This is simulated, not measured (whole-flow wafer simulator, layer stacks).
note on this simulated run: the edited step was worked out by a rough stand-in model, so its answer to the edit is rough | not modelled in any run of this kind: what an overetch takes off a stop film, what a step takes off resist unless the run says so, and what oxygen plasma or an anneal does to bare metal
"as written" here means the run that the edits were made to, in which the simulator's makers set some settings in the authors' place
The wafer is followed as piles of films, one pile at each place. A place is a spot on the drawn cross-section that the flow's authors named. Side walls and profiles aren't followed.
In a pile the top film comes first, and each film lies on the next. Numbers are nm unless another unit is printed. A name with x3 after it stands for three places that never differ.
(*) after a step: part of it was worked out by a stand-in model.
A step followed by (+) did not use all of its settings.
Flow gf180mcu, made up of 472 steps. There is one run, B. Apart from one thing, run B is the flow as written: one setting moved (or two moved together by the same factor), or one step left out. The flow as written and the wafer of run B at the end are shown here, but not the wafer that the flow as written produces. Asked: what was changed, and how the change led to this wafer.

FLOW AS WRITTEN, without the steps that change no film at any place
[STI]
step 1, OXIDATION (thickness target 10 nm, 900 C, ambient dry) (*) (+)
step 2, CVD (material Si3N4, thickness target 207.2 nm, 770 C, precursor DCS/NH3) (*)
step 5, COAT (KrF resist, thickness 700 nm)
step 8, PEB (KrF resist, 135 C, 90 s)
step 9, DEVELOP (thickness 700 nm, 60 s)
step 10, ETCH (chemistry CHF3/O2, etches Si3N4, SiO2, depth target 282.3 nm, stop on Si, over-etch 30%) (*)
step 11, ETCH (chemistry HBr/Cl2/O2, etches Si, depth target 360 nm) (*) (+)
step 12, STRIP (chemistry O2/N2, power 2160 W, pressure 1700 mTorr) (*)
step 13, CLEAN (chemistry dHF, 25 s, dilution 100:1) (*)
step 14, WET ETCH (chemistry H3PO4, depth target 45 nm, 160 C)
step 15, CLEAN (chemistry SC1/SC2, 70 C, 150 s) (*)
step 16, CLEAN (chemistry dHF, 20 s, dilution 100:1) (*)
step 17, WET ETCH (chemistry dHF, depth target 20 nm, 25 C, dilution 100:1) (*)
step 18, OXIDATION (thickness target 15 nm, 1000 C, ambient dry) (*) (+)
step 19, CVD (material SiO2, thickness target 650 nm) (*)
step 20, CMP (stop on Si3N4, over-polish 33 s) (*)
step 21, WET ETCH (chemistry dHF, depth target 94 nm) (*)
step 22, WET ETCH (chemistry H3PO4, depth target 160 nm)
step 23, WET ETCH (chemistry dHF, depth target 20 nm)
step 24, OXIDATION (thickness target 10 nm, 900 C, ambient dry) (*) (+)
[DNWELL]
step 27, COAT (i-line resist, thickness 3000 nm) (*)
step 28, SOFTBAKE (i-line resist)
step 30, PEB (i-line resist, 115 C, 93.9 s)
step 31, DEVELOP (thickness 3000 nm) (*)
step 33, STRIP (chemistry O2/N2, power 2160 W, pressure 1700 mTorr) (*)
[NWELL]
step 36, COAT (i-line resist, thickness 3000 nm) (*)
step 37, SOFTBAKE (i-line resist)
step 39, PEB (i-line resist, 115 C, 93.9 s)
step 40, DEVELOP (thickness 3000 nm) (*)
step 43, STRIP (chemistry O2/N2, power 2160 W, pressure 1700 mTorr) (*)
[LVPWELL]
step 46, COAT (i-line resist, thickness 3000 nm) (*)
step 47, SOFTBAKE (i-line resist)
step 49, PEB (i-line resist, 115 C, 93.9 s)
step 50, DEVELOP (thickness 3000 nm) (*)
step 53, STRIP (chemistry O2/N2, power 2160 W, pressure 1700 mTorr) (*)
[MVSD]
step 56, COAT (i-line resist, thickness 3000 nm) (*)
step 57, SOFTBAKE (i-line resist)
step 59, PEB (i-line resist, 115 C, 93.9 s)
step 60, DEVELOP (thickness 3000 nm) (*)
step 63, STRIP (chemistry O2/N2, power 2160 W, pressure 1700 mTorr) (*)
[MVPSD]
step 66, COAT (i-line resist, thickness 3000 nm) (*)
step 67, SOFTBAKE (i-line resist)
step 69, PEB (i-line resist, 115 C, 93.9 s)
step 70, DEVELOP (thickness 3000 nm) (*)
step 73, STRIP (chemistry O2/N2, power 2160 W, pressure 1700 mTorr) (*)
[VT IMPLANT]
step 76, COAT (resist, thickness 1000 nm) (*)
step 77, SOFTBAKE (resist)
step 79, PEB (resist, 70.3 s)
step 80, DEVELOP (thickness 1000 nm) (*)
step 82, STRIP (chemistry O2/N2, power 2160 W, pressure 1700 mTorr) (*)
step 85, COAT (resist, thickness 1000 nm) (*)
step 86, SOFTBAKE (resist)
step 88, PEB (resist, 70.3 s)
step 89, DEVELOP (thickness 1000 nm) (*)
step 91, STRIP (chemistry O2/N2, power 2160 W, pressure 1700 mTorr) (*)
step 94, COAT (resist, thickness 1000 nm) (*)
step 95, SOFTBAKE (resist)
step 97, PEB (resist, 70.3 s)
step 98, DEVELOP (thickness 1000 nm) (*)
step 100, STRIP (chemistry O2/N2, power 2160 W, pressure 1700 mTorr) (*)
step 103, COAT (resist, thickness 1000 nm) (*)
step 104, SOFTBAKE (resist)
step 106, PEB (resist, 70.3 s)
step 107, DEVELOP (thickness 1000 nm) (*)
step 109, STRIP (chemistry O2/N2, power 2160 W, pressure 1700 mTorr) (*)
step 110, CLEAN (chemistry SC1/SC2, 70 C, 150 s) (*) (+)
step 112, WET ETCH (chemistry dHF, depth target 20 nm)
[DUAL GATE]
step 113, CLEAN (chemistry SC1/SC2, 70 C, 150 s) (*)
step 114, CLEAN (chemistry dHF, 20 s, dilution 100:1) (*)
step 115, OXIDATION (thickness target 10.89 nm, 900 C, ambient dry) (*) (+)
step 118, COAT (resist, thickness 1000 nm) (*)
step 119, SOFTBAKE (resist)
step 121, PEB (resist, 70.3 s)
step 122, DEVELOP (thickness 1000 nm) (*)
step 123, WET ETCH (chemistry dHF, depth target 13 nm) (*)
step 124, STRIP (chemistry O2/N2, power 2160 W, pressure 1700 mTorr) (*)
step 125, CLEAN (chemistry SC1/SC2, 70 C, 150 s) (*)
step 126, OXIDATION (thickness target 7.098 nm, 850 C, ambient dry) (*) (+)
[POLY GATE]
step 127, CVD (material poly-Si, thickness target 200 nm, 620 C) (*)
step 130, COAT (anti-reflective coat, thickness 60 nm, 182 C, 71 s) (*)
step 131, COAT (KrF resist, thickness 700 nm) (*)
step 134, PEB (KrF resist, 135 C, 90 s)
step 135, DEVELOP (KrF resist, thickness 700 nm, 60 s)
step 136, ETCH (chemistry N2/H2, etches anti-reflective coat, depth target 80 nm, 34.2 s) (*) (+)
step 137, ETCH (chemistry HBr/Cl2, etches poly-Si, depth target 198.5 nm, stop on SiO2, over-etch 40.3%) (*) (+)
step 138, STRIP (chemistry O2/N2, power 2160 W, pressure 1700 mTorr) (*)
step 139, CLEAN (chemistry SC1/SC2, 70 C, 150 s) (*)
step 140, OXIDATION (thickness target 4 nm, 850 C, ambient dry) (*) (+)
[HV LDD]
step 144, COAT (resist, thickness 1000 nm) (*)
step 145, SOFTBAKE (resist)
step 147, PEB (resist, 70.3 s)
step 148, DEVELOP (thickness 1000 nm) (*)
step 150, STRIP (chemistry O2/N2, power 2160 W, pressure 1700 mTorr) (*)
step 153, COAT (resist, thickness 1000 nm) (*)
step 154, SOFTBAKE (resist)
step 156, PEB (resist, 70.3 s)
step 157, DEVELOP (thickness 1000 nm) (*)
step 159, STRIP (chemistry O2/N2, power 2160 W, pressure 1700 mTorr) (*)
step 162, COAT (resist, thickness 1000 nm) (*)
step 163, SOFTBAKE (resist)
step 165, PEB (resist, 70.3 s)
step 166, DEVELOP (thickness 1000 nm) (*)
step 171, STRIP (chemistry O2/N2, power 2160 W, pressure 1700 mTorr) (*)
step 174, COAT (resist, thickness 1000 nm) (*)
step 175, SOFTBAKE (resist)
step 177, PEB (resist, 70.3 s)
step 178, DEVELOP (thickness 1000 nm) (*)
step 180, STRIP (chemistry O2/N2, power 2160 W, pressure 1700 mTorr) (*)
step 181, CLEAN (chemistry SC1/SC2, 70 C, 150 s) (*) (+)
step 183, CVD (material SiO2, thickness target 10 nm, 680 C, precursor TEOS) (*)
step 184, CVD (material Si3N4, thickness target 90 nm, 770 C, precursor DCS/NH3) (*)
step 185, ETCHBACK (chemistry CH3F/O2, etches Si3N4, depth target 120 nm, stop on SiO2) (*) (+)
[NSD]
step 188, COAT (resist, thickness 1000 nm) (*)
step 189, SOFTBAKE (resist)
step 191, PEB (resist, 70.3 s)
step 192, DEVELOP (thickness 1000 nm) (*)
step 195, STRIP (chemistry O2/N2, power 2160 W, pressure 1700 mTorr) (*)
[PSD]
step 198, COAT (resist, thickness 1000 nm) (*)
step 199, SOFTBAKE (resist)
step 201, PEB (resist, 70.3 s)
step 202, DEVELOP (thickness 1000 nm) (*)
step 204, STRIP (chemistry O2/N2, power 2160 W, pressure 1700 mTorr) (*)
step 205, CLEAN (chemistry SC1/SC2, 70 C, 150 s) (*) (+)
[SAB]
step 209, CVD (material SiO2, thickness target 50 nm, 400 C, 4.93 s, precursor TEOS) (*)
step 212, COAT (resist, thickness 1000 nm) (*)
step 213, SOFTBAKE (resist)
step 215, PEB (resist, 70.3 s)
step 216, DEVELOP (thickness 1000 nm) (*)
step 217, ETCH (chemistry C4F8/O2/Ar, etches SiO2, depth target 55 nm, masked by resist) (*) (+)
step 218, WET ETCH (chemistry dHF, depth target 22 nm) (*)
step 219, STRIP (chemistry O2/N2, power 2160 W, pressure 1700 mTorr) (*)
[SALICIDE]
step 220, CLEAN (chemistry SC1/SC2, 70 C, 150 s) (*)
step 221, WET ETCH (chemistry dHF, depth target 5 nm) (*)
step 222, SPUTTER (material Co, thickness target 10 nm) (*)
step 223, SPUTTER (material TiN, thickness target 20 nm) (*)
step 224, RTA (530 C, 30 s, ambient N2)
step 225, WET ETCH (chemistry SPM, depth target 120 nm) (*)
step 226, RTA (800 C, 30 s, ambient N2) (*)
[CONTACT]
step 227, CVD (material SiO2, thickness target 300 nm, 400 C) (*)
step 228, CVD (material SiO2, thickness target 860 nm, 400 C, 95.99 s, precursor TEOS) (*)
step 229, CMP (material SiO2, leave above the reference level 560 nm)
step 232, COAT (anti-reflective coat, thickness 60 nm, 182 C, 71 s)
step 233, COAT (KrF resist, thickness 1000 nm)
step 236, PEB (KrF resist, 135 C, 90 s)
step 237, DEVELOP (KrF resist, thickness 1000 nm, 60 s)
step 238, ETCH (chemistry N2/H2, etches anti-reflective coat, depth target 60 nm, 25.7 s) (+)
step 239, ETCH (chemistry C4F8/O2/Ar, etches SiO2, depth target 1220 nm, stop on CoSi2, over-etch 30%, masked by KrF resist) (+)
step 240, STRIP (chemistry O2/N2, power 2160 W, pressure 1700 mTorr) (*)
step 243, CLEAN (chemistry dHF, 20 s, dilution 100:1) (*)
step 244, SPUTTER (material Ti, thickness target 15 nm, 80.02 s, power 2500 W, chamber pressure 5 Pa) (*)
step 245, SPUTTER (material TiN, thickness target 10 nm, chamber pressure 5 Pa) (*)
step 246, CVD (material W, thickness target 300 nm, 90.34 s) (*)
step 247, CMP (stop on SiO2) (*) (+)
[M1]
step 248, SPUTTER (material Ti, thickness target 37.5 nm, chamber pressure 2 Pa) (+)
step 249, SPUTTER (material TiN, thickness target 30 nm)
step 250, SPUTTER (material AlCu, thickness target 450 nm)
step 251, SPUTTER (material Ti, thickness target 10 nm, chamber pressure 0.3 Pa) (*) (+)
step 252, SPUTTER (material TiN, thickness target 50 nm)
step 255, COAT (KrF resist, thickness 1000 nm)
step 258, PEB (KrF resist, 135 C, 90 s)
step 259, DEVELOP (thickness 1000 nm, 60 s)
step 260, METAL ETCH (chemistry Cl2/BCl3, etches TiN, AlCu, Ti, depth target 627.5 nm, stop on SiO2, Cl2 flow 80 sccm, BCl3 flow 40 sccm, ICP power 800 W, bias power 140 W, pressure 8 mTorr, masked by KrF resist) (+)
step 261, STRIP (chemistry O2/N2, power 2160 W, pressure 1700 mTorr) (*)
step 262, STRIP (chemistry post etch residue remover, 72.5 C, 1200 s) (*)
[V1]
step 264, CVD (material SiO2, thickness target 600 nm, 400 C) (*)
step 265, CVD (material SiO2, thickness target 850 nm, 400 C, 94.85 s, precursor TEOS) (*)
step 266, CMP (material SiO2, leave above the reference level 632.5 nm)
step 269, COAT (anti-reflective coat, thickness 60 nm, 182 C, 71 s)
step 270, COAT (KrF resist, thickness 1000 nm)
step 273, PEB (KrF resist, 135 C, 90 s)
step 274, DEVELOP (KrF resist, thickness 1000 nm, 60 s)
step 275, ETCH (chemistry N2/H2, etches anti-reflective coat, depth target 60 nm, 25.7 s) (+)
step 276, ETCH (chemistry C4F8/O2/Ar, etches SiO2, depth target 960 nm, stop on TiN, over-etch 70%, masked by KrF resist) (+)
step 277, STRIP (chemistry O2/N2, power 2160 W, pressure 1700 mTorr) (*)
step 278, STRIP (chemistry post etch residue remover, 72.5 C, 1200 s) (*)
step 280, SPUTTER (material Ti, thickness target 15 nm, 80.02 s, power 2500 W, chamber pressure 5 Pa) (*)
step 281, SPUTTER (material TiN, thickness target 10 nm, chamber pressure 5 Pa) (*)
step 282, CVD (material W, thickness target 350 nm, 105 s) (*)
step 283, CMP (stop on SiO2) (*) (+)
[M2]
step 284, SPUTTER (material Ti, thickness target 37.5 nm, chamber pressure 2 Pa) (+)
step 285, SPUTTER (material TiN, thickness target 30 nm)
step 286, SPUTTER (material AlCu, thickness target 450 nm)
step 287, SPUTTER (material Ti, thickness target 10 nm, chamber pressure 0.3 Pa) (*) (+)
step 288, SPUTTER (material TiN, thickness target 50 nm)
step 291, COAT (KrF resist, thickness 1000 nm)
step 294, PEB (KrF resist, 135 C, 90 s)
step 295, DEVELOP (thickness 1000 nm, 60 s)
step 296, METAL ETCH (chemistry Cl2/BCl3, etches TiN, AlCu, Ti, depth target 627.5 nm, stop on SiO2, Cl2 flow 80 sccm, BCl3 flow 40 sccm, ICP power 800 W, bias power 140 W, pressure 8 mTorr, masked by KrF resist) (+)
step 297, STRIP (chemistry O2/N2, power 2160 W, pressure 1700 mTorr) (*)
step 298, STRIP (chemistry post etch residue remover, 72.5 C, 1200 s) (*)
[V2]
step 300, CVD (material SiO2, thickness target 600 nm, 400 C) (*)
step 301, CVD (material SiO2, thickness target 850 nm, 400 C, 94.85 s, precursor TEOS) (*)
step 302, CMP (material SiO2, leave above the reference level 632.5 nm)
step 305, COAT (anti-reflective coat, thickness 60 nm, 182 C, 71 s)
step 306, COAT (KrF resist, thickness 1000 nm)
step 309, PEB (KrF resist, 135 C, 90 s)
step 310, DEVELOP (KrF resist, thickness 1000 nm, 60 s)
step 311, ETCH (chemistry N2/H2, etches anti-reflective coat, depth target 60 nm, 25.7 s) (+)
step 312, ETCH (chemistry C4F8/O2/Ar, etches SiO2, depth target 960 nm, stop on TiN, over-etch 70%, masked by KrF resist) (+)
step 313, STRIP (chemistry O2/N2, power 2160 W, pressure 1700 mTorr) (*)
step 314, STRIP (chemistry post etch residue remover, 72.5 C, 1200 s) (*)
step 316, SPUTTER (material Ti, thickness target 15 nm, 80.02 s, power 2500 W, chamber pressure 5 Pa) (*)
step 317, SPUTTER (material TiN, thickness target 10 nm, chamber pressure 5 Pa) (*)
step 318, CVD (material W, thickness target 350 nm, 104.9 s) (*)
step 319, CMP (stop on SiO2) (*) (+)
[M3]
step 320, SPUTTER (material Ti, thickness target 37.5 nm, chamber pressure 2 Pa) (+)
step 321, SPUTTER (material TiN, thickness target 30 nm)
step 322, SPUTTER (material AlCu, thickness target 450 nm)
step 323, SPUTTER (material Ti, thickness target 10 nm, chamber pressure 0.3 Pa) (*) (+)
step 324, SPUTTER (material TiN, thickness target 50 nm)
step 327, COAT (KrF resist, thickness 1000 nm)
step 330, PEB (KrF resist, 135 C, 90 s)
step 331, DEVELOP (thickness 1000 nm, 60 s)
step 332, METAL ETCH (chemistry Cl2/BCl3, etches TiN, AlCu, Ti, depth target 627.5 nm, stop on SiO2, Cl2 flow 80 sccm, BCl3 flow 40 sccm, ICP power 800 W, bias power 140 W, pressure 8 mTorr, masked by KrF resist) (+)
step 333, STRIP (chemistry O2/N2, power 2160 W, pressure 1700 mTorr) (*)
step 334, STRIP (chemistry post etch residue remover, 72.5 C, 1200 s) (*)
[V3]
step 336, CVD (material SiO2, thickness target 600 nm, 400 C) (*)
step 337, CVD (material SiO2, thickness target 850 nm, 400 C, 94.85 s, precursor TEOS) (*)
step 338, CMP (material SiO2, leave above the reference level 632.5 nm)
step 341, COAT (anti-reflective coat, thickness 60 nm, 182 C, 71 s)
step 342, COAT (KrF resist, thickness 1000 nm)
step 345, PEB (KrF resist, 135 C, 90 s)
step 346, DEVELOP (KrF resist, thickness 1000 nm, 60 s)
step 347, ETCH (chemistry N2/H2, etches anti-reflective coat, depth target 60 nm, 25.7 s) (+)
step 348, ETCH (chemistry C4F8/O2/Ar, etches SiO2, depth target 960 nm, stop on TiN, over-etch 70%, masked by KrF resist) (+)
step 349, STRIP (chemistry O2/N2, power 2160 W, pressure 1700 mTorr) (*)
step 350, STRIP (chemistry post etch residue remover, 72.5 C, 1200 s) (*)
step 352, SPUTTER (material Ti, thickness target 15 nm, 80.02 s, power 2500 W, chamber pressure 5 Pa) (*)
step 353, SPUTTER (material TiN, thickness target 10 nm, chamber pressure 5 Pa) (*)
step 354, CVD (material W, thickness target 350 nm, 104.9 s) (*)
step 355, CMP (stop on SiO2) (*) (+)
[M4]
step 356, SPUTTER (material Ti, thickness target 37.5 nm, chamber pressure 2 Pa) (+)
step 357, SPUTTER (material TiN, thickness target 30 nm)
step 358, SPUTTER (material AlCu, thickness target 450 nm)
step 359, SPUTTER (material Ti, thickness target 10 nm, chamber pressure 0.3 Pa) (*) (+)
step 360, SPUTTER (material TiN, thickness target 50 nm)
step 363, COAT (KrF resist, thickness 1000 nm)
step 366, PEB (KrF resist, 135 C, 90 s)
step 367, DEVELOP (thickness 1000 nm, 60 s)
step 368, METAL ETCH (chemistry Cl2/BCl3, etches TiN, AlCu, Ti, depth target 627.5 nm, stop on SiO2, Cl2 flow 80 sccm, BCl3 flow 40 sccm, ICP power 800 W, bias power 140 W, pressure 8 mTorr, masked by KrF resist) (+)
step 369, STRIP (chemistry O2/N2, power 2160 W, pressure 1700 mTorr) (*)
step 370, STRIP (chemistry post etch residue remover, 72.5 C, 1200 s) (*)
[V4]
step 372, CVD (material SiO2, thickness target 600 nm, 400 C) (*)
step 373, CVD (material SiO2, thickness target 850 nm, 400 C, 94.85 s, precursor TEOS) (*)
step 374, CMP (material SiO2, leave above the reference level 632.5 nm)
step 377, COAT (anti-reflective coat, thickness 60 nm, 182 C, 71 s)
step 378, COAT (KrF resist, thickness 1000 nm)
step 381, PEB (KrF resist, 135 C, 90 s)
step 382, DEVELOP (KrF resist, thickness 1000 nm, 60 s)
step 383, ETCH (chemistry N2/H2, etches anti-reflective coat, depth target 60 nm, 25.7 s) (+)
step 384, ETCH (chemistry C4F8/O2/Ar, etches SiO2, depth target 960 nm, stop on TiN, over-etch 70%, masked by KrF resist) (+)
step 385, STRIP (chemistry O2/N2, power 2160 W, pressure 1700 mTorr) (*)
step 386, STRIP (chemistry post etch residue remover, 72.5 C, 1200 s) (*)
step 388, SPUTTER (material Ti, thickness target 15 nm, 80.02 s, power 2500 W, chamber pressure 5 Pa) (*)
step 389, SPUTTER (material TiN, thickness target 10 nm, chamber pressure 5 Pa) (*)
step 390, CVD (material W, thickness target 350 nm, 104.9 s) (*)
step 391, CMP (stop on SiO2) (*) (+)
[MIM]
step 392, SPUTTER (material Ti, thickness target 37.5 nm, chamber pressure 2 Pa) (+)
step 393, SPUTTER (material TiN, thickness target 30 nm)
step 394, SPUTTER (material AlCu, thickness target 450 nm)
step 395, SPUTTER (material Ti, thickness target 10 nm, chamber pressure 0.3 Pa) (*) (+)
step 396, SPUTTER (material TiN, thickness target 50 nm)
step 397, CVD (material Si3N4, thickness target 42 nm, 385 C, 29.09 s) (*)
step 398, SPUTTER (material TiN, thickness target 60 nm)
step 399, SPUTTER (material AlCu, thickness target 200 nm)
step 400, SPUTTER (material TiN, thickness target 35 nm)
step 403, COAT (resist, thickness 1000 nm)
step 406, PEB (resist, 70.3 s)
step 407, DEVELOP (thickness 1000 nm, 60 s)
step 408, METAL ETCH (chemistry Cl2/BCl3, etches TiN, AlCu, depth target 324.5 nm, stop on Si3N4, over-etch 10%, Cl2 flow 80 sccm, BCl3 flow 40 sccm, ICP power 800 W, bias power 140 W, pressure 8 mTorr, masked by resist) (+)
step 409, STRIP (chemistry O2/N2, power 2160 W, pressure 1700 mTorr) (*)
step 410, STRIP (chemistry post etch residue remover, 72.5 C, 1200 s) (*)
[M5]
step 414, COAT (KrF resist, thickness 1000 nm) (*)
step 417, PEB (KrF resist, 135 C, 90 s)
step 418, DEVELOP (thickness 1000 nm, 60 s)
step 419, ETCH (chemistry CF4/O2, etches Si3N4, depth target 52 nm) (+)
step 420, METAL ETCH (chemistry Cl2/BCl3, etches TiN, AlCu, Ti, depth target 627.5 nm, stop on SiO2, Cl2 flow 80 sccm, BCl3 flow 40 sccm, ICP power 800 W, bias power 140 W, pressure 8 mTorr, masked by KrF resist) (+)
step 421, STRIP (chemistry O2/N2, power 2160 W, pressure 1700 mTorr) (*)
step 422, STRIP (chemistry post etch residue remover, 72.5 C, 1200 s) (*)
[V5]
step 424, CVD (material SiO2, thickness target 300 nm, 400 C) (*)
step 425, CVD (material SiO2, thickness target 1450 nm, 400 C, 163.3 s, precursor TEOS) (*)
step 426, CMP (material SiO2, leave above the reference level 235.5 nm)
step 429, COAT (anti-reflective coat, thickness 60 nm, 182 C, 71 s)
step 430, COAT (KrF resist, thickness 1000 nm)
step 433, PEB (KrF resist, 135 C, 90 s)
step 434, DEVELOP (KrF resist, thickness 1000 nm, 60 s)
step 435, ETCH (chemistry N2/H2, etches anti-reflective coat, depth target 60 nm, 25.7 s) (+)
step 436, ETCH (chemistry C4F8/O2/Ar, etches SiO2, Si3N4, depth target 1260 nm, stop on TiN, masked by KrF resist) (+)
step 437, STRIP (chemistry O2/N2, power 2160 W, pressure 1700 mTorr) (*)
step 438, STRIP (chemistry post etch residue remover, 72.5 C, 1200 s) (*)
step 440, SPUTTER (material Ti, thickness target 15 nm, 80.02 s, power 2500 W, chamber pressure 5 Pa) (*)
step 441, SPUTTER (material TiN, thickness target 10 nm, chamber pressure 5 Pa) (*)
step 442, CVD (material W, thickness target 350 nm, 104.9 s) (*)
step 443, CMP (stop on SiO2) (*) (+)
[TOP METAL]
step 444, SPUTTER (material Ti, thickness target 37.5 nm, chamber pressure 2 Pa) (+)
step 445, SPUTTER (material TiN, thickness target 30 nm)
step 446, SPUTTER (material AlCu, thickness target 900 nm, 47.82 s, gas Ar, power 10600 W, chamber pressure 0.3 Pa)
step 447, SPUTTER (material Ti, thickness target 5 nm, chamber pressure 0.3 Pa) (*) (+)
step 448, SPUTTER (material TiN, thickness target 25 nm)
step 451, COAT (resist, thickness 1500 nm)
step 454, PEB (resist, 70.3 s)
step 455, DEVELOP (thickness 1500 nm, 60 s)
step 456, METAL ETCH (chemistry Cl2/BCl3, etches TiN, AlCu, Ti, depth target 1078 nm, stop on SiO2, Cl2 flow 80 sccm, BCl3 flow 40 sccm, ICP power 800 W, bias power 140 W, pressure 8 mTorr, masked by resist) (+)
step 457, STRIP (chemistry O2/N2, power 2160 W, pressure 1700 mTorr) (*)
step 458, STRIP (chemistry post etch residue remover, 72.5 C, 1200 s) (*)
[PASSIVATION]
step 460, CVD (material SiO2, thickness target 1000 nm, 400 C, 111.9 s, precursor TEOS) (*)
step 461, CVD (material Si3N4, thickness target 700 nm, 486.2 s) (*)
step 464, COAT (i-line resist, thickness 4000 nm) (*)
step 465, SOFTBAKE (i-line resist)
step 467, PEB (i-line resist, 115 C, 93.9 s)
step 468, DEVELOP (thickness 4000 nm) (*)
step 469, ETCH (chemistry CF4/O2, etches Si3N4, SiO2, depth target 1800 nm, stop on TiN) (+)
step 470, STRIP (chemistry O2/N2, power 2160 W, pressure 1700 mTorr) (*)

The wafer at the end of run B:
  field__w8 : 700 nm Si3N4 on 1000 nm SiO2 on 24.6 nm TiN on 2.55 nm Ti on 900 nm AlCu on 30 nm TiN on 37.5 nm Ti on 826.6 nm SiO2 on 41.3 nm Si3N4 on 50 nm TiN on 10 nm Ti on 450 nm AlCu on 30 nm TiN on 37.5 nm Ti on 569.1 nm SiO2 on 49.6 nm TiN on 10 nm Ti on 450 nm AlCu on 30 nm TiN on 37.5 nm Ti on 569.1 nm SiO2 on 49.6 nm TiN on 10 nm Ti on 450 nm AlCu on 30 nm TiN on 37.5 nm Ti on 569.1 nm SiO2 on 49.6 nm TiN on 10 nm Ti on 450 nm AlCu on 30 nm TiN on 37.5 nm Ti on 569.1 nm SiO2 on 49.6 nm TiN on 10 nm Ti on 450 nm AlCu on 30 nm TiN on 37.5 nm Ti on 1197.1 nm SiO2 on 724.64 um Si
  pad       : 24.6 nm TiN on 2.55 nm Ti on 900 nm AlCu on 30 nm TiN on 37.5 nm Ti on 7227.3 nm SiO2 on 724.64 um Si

The reason: step 447, SPUTTER: thickness target 2.55 nm was run, though the flow has thickness target 5 nm.
One can read it off the wafer: field__w8 has Ti 2.55, and step 447 as written asks for 5 nm.

How this came from the change, step by step:
  step 447, SPUTTER (material Ti, thickness target 5 nm, chamber pressure 0.3 Pa) (*) (+)
      field, field__w1, field__w2 and 109 more: +2.55 Ti (new film) (it would be, as written: +5 Ti (new film))
  step 456, METAL ETCH (chemistry Cl2/BCl3, etches TiN, AlCu, Ti, depth target 1078 nm, stop on SiO2, Cl2 flow 80 sccm, BCl3 flow 40 sccm, ICP power 800 W, bias power 140 W, pressure 8 mTorr, masked by resist) (+)
      field, field__w1, field__w2 and 103 more: -25 TiN (all of it), -2.55 Ti (all of it), -900 AlCu (all of it), -30 TiN (all of it), -37.5 Ti (all of it) (it would be, as written: -25 TiN (all of it), -5 Ti (all of it), -900 AlCu (all of it), -30 TiN (all of it), -37.5 Ti (all of it))
